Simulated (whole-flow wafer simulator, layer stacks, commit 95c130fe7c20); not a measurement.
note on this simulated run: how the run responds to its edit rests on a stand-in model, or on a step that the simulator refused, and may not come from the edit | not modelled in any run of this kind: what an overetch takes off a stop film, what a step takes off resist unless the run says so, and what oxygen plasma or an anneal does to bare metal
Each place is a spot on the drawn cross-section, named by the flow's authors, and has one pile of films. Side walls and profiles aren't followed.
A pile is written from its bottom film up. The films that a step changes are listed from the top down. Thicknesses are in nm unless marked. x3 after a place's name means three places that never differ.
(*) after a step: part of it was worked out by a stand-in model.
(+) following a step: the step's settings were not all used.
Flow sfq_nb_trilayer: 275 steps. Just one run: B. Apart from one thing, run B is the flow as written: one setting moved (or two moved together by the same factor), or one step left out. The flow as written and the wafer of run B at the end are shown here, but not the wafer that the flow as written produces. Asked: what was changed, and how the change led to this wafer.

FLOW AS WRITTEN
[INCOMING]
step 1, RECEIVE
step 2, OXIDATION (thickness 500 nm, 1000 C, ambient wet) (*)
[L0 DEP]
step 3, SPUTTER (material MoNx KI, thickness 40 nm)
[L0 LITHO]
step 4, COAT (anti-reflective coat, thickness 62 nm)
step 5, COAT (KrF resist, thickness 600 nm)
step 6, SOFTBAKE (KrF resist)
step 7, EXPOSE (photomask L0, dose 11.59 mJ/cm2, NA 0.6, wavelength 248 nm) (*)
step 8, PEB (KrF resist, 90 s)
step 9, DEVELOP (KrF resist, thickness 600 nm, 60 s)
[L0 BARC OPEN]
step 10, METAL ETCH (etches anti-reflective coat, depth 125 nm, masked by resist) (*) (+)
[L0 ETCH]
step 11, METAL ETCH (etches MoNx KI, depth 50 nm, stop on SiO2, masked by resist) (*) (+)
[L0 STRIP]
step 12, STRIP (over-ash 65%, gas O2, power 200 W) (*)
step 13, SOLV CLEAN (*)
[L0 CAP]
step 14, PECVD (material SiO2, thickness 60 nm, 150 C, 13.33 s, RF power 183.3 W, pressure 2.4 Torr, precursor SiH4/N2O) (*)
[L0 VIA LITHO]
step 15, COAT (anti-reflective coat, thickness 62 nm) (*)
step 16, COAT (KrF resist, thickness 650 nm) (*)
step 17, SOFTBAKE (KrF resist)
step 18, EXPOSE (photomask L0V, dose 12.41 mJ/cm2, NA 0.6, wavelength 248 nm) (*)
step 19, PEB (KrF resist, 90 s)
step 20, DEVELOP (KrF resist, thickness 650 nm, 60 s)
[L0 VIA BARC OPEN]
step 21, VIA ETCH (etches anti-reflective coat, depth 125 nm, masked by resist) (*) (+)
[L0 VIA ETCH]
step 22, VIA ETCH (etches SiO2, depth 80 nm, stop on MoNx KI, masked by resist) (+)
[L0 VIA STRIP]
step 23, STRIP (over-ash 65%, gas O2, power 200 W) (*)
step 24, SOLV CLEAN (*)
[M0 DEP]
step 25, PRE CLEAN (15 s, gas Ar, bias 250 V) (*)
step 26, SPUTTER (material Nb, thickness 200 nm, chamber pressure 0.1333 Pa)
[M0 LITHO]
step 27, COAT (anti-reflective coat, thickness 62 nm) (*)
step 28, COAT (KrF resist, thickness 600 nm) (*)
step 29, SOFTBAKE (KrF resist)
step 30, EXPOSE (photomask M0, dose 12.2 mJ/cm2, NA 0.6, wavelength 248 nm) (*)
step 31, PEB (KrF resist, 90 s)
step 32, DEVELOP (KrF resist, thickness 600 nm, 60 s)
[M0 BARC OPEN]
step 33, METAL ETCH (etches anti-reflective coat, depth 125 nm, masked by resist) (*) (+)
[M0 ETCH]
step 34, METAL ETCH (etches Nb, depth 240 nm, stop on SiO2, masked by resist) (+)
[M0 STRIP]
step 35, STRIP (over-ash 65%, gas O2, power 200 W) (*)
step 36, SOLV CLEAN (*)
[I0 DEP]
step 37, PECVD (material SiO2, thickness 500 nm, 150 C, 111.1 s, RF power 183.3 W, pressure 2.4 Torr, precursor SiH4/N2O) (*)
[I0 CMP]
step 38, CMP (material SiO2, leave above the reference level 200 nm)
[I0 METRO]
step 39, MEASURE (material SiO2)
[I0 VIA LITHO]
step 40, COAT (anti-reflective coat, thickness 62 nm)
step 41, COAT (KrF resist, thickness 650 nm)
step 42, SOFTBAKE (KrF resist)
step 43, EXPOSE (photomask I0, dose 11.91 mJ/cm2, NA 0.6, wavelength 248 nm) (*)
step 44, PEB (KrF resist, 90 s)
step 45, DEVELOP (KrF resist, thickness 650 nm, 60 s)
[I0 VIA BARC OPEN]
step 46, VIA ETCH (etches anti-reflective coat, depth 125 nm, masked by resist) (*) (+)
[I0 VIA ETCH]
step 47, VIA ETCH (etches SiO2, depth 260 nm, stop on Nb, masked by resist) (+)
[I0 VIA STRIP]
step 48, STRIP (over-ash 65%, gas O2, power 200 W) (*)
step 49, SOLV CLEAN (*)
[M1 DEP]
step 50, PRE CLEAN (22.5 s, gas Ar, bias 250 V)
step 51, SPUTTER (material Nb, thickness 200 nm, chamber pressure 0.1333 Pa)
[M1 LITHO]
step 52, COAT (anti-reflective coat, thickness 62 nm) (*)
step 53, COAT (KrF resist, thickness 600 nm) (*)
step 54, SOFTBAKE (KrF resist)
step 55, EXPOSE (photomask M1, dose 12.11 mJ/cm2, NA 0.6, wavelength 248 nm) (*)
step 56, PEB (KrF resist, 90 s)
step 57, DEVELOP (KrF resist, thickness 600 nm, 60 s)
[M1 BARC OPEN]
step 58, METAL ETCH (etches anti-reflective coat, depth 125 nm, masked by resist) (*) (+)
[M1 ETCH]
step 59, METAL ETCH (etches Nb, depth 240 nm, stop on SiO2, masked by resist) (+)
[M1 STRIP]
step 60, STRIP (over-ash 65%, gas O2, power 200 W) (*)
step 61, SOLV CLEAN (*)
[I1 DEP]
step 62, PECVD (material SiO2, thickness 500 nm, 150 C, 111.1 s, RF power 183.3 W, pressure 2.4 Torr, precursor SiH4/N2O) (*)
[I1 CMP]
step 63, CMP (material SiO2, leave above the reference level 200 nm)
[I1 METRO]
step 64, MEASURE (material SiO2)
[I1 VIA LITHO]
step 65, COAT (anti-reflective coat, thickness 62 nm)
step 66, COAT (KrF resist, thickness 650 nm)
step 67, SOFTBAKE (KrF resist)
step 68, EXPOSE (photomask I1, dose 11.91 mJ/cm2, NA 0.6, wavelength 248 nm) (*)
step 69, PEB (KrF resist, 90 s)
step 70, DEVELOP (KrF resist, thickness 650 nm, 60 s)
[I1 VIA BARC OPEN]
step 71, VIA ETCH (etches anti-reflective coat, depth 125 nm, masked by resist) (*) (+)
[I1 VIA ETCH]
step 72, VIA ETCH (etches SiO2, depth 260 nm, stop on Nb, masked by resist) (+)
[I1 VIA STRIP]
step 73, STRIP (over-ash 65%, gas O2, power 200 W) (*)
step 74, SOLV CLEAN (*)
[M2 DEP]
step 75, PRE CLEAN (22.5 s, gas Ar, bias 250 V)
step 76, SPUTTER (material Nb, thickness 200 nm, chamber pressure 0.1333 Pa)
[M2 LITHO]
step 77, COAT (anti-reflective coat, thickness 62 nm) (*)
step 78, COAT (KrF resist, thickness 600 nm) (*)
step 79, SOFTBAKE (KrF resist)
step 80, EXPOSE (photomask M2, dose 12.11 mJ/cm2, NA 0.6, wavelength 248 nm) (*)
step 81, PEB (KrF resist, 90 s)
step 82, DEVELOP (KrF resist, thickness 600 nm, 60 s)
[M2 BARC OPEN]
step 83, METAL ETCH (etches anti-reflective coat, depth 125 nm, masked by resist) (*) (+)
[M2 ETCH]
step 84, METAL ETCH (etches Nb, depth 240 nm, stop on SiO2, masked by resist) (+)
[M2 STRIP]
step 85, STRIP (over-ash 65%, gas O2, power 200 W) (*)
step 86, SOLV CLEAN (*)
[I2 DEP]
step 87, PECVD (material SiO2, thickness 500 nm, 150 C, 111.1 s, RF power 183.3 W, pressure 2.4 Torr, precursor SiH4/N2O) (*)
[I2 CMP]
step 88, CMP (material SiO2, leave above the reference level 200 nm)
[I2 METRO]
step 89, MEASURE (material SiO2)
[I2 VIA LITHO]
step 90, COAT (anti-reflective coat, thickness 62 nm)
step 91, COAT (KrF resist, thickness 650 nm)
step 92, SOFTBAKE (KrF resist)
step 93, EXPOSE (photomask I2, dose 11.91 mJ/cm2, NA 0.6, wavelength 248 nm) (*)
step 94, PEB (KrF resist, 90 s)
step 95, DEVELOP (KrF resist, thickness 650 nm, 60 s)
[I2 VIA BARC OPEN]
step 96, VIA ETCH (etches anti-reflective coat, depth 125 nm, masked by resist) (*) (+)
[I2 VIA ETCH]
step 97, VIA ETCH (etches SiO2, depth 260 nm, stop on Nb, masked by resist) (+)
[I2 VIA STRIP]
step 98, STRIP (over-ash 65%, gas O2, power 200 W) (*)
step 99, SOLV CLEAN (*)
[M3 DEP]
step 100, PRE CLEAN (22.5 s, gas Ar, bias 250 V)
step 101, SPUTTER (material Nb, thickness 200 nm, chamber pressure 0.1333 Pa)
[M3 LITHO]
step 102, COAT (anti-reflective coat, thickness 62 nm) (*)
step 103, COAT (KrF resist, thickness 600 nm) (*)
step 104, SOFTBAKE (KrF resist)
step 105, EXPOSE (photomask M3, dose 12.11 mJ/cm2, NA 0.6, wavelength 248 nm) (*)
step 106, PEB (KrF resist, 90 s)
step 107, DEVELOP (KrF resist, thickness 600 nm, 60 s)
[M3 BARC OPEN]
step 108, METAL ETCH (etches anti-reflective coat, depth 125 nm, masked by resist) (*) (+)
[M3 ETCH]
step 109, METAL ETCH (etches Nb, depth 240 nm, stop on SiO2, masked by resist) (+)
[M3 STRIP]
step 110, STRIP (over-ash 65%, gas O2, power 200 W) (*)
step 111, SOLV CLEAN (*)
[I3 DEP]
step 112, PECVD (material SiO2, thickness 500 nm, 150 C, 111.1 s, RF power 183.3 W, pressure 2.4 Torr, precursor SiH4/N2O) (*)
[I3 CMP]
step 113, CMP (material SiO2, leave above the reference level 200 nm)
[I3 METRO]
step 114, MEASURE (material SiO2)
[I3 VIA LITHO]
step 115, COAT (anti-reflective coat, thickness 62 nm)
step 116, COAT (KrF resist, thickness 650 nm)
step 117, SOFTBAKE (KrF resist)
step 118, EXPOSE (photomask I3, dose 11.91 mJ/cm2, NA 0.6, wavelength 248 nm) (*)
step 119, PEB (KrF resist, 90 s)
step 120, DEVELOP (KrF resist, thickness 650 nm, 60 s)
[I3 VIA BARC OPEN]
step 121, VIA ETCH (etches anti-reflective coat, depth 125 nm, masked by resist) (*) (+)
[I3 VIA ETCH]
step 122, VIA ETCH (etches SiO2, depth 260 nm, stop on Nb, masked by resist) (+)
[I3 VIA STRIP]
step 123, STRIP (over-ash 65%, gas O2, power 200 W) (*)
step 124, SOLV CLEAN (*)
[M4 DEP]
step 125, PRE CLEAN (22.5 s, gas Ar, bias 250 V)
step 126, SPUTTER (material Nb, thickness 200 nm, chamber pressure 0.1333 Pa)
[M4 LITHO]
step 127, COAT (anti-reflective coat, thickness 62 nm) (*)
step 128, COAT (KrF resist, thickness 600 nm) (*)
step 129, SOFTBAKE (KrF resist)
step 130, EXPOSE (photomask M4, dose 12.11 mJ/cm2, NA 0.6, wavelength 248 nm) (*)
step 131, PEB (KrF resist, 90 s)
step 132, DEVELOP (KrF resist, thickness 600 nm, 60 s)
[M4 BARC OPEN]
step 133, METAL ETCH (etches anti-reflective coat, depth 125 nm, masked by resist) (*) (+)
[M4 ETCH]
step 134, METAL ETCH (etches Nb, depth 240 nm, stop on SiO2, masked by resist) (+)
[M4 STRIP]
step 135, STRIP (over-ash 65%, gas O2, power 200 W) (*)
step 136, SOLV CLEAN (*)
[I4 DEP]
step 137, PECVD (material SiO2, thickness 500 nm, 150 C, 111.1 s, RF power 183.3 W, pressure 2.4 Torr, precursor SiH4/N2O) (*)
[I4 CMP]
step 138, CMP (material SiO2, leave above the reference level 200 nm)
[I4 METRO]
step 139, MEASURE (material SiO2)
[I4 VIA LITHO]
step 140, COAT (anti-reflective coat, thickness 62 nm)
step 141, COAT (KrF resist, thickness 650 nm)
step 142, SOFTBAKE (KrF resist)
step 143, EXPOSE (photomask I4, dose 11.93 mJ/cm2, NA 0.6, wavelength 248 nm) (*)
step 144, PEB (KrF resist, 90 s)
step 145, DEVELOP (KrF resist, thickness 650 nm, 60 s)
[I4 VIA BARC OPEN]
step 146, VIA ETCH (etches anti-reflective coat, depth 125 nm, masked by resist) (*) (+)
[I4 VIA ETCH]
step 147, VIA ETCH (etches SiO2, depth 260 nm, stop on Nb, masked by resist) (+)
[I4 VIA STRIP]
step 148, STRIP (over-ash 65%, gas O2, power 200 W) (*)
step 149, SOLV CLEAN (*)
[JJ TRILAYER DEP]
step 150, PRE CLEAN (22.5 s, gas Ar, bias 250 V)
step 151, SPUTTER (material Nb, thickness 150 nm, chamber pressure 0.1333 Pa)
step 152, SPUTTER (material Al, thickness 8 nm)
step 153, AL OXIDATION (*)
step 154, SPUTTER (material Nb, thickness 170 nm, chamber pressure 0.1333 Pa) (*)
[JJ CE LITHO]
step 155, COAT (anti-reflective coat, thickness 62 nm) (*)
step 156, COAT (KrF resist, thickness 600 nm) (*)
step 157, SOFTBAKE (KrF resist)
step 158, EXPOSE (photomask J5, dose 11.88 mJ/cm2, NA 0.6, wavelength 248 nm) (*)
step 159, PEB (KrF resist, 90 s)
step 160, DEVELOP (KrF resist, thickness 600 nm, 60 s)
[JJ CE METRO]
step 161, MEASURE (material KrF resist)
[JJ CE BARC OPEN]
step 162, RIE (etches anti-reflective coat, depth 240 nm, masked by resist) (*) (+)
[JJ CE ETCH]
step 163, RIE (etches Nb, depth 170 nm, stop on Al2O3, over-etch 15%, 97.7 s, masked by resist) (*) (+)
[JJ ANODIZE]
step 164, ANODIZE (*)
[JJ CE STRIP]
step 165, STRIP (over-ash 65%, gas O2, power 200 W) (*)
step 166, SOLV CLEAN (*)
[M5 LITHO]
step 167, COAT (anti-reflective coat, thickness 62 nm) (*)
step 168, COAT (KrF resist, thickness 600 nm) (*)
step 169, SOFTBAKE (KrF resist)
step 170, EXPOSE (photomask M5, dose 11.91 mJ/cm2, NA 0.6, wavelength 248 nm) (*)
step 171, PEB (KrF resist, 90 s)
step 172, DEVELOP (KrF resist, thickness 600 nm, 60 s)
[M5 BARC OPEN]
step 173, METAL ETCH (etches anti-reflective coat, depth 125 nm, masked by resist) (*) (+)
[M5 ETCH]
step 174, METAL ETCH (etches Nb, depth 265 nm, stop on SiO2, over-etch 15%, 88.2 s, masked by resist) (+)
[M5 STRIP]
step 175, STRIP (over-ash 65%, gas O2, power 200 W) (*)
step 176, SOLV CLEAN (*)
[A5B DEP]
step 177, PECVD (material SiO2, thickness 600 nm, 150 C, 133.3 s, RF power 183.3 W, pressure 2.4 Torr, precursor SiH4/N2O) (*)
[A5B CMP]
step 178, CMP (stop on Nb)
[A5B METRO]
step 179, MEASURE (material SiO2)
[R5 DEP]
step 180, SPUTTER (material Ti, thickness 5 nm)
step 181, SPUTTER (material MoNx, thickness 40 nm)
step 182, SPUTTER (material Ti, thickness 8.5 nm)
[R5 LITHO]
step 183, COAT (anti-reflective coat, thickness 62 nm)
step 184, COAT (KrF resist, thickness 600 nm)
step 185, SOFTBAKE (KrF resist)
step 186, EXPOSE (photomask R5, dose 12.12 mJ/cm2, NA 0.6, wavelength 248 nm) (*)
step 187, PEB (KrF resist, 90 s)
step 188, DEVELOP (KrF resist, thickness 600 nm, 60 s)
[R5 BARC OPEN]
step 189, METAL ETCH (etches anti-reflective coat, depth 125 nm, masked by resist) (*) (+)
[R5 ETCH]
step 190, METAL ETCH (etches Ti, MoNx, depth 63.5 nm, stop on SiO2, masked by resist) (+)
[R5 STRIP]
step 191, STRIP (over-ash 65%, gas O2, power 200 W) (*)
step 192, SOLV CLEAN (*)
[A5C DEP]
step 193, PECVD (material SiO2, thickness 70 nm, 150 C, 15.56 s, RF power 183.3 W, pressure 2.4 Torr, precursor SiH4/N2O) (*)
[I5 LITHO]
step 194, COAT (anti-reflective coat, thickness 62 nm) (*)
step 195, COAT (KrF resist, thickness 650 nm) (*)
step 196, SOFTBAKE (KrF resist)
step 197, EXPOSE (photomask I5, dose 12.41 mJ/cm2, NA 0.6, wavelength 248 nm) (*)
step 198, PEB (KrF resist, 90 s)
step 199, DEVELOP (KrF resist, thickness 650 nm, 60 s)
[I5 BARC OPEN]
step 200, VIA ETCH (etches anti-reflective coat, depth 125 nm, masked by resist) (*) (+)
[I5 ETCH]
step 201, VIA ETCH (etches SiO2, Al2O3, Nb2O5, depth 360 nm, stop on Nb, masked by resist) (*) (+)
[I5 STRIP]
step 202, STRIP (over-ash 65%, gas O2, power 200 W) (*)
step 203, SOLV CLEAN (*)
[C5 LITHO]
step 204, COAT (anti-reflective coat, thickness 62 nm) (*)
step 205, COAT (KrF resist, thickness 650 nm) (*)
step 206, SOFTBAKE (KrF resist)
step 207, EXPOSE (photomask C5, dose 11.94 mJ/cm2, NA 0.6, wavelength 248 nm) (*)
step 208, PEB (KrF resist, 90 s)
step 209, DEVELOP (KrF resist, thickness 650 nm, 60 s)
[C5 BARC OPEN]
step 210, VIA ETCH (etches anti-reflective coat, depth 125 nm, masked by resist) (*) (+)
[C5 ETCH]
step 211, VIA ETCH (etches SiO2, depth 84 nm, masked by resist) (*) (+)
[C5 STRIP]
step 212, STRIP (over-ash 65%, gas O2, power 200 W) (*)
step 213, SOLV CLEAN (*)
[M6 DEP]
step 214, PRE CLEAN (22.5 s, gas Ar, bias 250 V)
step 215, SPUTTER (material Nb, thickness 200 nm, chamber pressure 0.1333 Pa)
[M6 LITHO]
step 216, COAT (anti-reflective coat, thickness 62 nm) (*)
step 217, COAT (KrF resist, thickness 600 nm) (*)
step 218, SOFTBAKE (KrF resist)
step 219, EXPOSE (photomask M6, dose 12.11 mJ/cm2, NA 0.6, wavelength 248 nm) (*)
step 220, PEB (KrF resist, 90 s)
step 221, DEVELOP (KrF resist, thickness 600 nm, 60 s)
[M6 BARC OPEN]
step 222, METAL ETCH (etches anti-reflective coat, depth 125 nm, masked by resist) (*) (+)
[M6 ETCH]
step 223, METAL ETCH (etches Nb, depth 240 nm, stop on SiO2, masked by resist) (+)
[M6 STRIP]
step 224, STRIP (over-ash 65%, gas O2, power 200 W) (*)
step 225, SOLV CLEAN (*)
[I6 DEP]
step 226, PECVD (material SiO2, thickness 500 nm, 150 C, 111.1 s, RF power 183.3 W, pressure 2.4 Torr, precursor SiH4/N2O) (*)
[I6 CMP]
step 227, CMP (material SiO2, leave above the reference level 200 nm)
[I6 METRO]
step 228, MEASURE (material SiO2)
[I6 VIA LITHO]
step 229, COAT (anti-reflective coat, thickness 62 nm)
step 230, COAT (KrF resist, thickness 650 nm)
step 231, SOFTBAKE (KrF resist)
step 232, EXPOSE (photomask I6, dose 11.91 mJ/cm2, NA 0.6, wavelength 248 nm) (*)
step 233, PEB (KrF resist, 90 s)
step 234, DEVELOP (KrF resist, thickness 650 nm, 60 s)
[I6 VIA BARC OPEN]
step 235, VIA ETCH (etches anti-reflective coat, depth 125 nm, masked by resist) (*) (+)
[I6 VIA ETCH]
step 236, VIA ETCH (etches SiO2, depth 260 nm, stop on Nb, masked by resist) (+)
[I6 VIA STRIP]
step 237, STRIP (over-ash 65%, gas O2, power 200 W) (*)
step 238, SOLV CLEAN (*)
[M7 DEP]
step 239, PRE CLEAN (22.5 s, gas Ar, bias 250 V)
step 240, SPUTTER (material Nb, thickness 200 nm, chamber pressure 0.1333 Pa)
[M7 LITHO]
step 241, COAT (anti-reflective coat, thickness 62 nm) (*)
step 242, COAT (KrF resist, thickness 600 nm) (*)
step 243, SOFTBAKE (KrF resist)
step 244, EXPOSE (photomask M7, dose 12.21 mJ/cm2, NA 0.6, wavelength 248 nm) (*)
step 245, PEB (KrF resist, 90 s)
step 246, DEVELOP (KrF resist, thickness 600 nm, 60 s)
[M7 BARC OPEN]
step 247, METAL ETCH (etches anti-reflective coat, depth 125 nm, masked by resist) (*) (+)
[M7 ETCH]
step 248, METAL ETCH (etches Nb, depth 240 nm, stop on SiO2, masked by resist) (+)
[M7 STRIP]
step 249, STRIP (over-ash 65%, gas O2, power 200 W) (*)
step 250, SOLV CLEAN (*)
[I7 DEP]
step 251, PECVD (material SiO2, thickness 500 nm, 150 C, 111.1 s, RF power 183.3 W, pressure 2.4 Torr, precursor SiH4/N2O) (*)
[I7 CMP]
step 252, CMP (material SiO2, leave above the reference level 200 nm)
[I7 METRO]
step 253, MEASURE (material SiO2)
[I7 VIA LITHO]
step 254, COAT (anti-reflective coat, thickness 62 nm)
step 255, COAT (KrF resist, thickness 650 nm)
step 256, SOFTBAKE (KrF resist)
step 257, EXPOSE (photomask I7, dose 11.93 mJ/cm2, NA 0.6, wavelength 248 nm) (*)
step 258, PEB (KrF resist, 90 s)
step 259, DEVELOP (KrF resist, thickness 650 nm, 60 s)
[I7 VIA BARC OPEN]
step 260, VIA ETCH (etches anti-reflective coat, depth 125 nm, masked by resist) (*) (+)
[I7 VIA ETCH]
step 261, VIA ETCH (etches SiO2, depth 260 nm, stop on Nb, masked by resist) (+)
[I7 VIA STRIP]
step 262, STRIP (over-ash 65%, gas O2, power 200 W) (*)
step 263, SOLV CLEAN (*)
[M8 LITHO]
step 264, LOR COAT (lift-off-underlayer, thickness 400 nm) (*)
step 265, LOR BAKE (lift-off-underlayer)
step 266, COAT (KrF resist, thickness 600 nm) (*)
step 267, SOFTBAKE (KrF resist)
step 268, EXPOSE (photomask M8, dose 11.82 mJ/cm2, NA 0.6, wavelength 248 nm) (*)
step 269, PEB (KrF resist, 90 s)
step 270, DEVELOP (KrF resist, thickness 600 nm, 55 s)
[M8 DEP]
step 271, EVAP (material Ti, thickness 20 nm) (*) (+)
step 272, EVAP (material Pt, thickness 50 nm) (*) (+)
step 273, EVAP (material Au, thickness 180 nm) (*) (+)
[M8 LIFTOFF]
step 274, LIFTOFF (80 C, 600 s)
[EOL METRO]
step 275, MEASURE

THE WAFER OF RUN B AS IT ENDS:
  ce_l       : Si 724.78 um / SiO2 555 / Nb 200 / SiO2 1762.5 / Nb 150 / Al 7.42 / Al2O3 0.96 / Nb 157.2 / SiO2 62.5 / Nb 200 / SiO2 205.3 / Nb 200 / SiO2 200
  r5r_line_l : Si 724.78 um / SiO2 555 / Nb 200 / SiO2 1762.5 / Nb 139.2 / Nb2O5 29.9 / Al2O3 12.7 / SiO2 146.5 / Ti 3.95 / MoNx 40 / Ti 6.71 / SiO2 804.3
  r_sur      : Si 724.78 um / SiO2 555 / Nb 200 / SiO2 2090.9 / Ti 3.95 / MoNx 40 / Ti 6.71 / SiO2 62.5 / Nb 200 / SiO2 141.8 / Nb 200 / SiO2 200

What caused this: step 180, SPUTTER: thickness 3.95 nm was run, while the flow as written has thickness 5 nm; step 182, SPUTTER: thickness 6.715 nm was run, where the flow has thickness 8.5 nm.
One can read it off the wafer: r5r_line_l has Ti 3.95, and step 180 as written asks for 5 nm.

How this came from the change, step by step:
  step 180, SPUTTER (material Ti, thickness 5 nm)
      field_l, v_sur, via_wl and 103 more: Ti gains 3.95 (new film) (in the flow as written it would be: Ti gains 5 (new film))
  step 182, SPUTTER (material Ti, thickness 8.5 nm)
      field_l, v_sur, via_wl and 103 more: Ti gains 6.71 (new film) (in the flow as written it would be: Ti gains 8.5 (new film))
  step 190, METAL ETCH (etches Ti, MoNx, depth 63.5 nm, stop on SiO2, masked by resist) (+)
      field_l, v_sur, via_wl and 92 more: Ti loses 6.71 (all of it), MoNx loses 40 (all of it), Ti loses 3.95 (all of it) (in the flow as written it would be: Ti loses 8.5 (all of it), MoNx loses 40 (all of it), Ti loses 5 (all of it))
      ce_l, c5j, ce_r, wl_jj: Ti loses 6.71 (all of it), MoNx loses 40 (all of it), Ti loses 3.95 (all of it), Nb loses 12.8 (in the flow as written it would be: Ti loses 8.5 (all of it), MoNx loses 40 (all of it), Ti loses 5 (all of it), Nb loses 10)
